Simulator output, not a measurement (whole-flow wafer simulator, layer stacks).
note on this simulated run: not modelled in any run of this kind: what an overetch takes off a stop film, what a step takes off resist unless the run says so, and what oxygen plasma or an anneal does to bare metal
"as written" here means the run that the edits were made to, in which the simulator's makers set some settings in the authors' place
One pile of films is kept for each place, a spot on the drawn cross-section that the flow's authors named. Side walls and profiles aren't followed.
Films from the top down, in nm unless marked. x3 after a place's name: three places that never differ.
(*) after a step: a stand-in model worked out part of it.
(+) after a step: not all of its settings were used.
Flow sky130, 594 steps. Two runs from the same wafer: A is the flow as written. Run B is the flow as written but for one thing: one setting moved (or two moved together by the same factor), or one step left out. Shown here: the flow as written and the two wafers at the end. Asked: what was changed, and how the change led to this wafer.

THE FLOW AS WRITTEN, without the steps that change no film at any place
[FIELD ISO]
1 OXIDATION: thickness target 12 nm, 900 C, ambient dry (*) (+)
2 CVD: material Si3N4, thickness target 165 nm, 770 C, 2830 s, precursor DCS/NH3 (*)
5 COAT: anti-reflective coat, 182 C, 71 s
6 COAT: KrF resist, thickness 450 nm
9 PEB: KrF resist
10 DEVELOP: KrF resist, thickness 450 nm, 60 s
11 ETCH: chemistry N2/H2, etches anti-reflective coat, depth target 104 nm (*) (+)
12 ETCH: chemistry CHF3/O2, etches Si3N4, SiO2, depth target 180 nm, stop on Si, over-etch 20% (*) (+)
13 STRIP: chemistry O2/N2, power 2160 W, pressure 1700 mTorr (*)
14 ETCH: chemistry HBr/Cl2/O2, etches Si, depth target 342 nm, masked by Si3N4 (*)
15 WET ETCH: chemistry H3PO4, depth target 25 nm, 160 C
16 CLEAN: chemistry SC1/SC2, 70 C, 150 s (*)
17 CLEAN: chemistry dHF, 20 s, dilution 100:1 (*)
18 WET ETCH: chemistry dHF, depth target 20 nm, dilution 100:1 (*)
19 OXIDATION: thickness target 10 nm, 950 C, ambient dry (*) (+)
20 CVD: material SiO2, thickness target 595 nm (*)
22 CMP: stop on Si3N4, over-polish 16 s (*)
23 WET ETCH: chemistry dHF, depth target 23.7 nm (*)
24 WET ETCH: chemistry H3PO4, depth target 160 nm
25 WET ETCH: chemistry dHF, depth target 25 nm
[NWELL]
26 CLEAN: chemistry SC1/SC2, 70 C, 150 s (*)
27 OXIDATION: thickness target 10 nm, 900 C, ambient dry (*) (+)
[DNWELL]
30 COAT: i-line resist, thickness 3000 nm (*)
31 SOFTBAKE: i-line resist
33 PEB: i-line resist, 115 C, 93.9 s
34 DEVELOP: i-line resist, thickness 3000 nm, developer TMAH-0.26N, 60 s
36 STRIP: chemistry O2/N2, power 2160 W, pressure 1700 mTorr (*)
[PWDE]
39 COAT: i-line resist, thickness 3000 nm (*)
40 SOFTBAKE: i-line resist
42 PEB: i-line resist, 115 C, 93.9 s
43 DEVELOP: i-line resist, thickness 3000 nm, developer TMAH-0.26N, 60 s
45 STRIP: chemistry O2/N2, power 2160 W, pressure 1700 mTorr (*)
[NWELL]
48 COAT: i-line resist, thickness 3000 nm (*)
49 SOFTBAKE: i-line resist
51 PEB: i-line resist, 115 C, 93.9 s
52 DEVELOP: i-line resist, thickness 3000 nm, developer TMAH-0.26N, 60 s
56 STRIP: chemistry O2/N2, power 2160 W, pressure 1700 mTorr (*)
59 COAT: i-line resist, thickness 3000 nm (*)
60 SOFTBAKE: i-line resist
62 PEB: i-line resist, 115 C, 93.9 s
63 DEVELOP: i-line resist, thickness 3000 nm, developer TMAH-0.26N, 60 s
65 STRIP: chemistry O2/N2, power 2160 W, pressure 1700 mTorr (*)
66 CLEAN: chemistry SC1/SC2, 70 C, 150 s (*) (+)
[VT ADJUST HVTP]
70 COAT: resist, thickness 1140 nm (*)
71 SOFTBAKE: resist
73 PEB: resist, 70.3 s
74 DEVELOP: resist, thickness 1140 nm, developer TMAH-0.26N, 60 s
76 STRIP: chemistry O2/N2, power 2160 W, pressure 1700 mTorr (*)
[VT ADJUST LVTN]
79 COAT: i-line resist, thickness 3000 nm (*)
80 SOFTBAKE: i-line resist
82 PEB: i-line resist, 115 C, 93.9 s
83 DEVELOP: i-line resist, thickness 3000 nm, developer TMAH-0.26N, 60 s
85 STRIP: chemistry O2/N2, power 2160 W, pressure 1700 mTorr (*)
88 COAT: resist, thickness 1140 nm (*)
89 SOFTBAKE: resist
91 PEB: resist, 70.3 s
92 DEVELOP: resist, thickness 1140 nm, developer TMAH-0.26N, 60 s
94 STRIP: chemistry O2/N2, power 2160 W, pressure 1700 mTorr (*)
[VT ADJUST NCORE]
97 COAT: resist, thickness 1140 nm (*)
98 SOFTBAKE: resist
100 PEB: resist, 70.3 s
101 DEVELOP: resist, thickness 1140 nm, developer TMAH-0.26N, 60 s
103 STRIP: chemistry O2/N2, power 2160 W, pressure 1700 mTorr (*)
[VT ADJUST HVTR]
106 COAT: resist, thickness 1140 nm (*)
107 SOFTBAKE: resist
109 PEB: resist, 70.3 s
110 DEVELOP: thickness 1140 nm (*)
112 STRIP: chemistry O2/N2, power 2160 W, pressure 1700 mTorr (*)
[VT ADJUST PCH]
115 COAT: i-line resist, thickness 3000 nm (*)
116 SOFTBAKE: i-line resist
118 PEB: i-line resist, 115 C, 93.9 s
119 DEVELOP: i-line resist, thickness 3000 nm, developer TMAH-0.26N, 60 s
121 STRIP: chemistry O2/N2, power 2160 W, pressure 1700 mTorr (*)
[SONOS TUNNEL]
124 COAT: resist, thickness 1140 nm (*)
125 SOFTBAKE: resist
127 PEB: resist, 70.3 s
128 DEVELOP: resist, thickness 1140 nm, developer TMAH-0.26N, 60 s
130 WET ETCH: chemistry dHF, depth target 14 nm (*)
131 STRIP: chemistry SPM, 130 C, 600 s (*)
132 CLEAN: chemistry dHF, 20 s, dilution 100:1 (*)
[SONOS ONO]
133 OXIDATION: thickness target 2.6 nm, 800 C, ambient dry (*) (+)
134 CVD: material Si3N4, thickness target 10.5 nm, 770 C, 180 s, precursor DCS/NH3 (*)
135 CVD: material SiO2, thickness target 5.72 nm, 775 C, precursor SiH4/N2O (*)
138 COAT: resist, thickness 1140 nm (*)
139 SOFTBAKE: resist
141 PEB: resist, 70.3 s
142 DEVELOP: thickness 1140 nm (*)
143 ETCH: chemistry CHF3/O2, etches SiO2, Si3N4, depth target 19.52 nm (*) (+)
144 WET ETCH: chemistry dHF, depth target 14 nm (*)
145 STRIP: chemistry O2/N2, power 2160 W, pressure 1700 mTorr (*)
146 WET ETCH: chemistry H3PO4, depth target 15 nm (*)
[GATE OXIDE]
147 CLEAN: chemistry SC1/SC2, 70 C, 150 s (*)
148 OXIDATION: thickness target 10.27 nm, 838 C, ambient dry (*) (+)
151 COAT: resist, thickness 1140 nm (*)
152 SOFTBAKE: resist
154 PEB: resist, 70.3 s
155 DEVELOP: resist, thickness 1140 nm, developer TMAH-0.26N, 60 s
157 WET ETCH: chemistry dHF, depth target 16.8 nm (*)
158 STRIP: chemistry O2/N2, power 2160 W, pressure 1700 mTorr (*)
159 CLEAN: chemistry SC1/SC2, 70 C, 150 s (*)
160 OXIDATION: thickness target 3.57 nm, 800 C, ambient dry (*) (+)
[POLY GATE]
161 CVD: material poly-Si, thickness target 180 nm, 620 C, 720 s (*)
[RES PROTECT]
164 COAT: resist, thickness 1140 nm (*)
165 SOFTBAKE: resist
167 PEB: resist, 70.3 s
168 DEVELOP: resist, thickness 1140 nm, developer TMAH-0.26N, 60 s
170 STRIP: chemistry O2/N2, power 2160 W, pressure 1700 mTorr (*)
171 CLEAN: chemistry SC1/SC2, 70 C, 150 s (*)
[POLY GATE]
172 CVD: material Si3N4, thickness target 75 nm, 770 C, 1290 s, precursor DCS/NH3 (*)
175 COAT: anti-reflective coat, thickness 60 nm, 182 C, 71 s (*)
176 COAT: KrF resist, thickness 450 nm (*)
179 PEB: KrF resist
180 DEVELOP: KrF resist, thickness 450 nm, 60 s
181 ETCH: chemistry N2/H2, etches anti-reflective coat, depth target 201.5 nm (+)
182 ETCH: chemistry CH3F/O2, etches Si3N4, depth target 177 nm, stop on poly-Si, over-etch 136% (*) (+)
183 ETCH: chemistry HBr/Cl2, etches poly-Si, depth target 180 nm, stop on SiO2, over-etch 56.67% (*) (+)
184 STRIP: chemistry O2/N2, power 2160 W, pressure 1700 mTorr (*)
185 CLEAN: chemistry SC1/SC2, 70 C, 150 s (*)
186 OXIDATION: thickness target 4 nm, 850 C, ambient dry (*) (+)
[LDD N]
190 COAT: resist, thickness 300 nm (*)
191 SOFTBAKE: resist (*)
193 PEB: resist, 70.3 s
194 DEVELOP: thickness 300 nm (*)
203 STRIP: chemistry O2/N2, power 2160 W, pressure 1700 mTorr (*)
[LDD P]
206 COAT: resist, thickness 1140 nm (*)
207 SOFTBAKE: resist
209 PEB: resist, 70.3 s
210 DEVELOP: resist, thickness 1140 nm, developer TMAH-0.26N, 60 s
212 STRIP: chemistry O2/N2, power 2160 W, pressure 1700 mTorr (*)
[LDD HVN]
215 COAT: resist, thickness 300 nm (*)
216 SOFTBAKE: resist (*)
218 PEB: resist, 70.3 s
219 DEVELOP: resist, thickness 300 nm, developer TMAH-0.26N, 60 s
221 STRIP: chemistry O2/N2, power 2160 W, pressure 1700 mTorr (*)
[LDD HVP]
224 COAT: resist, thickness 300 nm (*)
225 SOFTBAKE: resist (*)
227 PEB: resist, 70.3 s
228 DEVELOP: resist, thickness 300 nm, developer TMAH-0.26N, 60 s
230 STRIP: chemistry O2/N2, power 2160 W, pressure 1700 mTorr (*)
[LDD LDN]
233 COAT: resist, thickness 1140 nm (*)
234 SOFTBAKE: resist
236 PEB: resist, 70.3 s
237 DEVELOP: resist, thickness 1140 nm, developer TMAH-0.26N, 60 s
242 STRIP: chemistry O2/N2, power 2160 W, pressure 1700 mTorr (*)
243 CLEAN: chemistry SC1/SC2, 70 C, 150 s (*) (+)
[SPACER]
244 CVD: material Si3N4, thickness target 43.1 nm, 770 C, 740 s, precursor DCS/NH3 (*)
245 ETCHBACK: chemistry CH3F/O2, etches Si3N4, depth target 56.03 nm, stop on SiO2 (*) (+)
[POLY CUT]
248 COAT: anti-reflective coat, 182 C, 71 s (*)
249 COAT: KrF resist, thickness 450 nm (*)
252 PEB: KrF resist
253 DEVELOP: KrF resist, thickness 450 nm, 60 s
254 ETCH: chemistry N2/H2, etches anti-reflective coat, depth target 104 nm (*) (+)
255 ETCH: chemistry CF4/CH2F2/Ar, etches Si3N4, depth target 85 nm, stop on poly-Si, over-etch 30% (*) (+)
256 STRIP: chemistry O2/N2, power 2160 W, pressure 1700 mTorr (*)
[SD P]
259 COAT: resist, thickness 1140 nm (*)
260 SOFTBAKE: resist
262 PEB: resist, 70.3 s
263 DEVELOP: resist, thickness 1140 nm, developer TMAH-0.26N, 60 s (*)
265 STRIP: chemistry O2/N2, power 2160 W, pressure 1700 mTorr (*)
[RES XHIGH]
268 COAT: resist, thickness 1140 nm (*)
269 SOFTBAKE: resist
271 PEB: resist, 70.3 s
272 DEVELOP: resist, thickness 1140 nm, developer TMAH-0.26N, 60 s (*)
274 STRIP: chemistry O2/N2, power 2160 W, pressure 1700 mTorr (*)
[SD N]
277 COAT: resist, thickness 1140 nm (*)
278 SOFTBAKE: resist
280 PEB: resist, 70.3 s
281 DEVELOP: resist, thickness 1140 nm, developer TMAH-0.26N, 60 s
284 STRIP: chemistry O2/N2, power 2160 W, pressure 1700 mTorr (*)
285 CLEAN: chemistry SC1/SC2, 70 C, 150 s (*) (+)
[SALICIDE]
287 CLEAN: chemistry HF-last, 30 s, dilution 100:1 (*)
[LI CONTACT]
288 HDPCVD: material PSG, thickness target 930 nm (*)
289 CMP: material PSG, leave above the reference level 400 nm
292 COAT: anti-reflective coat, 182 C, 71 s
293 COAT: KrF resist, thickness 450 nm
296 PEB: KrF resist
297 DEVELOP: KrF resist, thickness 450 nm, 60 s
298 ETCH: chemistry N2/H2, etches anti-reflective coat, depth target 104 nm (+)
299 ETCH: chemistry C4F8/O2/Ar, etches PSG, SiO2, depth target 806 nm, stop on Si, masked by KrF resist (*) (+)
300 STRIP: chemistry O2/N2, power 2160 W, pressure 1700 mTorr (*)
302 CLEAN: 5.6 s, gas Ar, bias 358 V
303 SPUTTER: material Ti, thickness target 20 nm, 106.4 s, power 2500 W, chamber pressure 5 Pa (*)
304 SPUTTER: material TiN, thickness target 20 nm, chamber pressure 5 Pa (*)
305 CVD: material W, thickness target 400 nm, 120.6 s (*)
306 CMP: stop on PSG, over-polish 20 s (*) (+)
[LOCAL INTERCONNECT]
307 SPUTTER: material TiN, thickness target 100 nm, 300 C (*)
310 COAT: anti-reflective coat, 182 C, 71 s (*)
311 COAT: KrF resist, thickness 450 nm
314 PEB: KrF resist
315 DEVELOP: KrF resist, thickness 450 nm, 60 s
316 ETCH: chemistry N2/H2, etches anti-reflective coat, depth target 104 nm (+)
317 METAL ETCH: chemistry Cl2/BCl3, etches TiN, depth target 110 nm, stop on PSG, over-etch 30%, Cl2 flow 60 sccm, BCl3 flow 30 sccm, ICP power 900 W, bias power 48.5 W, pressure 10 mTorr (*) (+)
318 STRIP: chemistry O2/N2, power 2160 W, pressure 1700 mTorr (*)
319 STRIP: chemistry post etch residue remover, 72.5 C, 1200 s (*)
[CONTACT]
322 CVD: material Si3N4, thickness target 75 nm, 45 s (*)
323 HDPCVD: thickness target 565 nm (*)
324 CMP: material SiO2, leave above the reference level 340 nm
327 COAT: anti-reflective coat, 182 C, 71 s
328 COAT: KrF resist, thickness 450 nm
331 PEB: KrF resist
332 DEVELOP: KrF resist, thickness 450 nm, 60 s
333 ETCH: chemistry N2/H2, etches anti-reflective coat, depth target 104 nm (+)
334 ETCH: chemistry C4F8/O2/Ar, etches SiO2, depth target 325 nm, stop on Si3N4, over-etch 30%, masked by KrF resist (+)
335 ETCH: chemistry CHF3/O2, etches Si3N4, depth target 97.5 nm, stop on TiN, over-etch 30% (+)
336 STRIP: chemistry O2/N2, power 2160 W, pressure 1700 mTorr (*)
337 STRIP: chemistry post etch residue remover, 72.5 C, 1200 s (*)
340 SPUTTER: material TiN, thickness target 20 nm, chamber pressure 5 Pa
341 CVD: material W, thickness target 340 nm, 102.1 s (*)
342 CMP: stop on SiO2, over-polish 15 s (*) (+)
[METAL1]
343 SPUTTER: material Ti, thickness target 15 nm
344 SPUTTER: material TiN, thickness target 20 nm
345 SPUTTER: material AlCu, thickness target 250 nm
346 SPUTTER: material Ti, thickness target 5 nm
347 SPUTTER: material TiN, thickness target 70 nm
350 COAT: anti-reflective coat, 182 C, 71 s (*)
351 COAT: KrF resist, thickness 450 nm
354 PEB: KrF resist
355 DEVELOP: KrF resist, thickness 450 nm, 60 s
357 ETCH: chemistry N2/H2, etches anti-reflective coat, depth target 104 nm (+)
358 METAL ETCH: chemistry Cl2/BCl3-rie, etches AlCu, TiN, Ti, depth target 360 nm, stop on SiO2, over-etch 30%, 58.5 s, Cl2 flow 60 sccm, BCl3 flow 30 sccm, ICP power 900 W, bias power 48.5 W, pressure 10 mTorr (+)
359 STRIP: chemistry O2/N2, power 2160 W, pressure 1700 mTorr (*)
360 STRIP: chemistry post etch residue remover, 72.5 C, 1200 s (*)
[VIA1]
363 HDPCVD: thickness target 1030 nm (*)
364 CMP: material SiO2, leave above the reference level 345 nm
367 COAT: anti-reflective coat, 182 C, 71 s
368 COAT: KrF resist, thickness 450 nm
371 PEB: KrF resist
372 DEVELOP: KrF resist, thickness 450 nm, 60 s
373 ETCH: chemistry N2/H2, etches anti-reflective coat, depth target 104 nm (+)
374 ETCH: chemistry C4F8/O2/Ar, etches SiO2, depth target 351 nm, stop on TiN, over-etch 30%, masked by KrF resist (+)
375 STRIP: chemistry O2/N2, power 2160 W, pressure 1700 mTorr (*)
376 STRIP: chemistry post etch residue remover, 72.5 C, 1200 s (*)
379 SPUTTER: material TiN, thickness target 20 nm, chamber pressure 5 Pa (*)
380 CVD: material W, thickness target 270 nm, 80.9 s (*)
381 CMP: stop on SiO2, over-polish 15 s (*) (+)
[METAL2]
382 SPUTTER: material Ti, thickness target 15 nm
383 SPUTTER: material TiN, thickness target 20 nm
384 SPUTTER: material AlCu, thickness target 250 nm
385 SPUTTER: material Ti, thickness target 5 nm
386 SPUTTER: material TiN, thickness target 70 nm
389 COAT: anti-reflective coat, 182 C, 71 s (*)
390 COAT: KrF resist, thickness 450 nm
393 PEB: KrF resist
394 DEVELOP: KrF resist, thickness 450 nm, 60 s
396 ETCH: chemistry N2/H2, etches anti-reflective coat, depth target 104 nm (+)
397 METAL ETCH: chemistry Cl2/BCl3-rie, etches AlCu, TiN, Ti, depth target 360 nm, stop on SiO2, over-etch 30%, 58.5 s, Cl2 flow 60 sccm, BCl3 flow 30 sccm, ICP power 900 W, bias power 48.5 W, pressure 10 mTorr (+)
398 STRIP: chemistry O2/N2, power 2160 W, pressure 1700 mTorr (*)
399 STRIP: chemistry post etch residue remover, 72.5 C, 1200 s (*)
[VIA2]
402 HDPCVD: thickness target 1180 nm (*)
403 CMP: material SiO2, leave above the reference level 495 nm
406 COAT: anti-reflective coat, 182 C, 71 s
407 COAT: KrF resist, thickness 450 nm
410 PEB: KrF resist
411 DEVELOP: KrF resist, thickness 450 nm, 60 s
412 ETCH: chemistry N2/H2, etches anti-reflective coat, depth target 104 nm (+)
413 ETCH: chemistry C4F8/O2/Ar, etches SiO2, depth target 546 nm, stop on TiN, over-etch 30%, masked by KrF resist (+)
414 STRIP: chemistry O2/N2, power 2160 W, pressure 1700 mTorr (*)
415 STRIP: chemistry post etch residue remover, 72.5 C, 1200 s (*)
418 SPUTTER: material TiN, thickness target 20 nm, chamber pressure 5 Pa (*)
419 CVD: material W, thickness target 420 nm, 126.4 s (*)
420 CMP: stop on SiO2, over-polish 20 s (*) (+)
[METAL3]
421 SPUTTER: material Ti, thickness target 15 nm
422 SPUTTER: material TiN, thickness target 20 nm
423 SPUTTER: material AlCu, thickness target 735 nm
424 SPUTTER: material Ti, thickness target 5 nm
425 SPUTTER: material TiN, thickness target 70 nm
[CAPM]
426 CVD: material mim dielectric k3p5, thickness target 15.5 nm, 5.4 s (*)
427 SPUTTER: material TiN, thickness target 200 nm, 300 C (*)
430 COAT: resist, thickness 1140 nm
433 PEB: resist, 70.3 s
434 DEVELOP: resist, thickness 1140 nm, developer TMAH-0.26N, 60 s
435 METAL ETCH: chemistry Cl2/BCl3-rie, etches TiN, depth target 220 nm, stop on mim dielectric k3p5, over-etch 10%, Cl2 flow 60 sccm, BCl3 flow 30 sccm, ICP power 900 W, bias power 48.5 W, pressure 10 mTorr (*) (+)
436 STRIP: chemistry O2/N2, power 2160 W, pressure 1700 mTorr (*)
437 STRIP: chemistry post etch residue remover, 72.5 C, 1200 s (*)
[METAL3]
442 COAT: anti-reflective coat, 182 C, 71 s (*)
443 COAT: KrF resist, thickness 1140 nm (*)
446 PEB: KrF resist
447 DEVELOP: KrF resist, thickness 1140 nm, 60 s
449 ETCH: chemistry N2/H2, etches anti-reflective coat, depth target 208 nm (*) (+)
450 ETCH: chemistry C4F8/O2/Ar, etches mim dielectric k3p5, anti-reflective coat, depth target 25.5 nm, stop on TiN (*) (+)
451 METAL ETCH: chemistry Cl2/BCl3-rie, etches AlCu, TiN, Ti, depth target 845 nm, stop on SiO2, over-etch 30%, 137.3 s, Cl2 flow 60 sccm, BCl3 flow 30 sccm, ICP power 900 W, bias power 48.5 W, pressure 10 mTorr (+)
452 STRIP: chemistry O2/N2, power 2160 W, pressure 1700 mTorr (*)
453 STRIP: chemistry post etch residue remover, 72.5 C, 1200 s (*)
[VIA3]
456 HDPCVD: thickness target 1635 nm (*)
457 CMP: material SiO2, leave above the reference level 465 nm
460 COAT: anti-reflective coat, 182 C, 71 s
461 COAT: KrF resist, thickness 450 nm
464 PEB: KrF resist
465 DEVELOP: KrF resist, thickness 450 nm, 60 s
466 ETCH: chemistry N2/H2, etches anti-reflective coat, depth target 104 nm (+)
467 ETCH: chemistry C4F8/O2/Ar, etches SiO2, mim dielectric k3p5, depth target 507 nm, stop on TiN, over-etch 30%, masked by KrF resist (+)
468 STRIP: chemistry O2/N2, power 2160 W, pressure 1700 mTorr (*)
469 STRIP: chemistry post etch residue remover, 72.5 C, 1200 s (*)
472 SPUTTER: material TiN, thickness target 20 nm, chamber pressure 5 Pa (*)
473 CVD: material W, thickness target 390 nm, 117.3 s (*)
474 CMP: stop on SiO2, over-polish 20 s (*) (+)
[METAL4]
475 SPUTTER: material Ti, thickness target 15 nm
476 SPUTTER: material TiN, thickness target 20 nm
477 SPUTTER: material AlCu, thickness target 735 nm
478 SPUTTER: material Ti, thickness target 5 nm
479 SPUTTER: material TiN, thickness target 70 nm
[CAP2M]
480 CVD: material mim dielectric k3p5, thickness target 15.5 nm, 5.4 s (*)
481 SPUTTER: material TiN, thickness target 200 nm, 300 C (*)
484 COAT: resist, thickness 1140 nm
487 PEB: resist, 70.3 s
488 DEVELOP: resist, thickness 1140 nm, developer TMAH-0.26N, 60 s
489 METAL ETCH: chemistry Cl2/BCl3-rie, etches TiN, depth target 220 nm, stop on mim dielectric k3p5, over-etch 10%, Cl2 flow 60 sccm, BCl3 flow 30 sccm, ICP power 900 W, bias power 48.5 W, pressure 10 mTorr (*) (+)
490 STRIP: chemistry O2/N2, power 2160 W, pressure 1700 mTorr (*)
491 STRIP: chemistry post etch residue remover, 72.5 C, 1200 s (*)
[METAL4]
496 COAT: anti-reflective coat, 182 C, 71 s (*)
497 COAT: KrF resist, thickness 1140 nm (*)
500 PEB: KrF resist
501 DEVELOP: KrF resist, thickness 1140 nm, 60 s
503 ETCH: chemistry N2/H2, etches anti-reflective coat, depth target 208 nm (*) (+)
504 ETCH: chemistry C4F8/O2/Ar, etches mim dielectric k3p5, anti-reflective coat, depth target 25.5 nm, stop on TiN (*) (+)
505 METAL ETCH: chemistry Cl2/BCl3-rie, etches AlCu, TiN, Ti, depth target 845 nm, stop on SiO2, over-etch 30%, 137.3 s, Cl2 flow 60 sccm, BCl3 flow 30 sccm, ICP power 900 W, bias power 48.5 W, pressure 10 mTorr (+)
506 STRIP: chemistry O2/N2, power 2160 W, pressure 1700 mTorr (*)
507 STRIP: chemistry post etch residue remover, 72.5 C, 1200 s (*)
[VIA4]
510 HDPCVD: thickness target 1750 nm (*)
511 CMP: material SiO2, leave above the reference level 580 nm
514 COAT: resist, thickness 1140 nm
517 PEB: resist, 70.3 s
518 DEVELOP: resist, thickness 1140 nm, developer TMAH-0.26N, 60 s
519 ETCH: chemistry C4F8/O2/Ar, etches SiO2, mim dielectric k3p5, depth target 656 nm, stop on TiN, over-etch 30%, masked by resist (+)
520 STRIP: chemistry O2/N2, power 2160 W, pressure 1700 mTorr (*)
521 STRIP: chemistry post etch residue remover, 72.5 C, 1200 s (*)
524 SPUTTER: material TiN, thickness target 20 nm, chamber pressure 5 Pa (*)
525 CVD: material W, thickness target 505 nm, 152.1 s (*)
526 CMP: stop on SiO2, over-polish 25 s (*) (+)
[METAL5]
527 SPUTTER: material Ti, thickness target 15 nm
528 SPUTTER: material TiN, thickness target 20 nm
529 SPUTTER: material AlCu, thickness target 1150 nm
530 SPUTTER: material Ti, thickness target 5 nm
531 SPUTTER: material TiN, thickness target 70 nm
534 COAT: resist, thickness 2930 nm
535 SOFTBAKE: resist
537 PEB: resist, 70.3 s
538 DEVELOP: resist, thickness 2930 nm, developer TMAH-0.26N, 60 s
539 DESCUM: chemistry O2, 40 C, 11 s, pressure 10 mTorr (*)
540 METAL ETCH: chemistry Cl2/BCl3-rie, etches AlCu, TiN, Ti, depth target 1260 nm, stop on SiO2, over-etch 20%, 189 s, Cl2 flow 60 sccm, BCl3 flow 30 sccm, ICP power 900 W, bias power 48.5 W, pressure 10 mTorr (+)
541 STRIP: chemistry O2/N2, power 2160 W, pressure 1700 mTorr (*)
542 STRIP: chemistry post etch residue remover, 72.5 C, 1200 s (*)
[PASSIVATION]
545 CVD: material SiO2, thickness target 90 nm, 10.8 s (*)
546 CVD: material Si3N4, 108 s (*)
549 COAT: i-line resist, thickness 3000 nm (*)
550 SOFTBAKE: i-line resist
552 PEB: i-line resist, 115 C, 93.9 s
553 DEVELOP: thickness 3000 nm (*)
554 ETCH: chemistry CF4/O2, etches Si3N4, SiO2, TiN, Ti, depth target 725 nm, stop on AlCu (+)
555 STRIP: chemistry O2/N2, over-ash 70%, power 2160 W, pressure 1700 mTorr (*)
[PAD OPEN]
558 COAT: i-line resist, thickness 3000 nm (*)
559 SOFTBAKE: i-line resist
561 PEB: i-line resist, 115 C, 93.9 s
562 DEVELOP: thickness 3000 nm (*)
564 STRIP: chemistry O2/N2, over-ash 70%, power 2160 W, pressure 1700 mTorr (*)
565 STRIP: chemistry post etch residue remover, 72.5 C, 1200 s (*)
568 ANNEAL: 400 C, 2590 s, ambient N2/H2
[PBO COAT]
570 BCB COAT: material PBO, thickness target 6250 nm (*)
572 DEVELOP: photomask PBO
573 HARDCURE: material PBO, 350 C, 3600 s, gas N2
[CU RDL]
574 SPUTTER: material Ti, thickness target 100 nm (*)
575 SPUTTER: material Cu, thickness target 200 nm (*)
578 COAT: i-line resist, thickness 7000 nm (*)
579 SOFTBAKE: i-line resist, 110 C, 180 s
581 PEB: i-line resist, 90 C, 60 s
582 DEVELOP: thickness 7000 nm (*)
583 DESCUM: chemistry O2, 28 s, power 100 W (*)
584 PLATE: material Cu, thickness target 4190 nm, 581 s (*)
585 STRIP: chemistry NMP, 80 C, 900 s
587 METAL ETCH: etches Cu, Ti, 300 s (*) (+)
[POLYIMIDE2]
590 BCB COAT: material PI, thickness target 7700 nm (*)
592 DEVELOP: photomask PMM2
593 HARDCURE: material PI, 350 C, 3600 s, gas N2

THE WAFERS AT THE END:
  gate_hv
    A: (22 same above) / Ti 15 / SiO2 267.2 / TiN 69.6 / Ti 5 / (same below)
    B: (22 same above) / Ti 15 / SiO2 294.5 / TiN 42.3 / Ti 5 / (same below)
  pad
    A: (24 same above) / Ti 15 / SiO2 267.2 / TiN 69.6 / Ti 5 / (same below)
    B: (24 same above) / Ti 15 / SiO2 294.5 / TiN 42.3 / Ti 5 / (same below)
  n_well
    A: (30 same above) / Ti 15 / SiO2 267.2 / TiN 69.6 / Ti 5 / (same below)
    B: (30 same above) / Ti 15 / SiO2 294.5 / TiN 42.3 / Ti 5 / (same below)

The cause: step 347, SPUTTER: thickness target 42.7 nm was run, where the flow has thickness target 70 nm.

How the change led to this, step by step:
  347 SPUTTER: material TiN, thickness target 70 nm
      field, active, n_well and 188 more: A TiN +70 (new film) | B TiN +42.7 (new film)
  358 METAL ETCH: chemistry Cl2/BCl3-rie, etches AlCu, TiN, Ti, depth target 360 nm, stop on SiO2, over-etch 30%, 58.5 s, Cl2 flow 60 sccm, BCl3 flow 30 sccm, ICP power 900 W, bias power 48.5 W, pressure 10 mTorr (+)
      field, active, gate and 81 more: A TiN -68.7 (all of it), Ti -5 (all of it), AlCu -250 (all of it), TiN -20 (all of it), Ti -15 (all of it), SiO2 -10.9 | B TiN -41.4 (all of it), Ti -5 (all of it), AlCu -250 (all of it), TiN -20 (all of it), Ti -15 (all of it), SiO2 -13.7
  364 CMP: material SiO2, leave above the reference level 345 nm
      n_well, p_well, gate_hv and 100 more: A SiO2 -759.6 | B SiO2 -732.3
      poly_licon, ndiff_licon, ndiff_licon_cpp, rpo_hd_licon: A SiO2 -759 | B SiO2 -731.7
  374 ETCH: chemistry C4F8/O2/Ar, etches SiO2, depth target 351 nm, stop on TiN, over-etch 30%, masked by KrF resist (+)
      m1, via1_hole: A SiO2 -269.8 (all of it) | B SiO2 -297.1 (all of it)
  380 CVD: material W, thickness target 270 nm, 80.9 s (*)
      m1, via1_hole: A W +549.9 (new film) | B W +577.7 (new film)
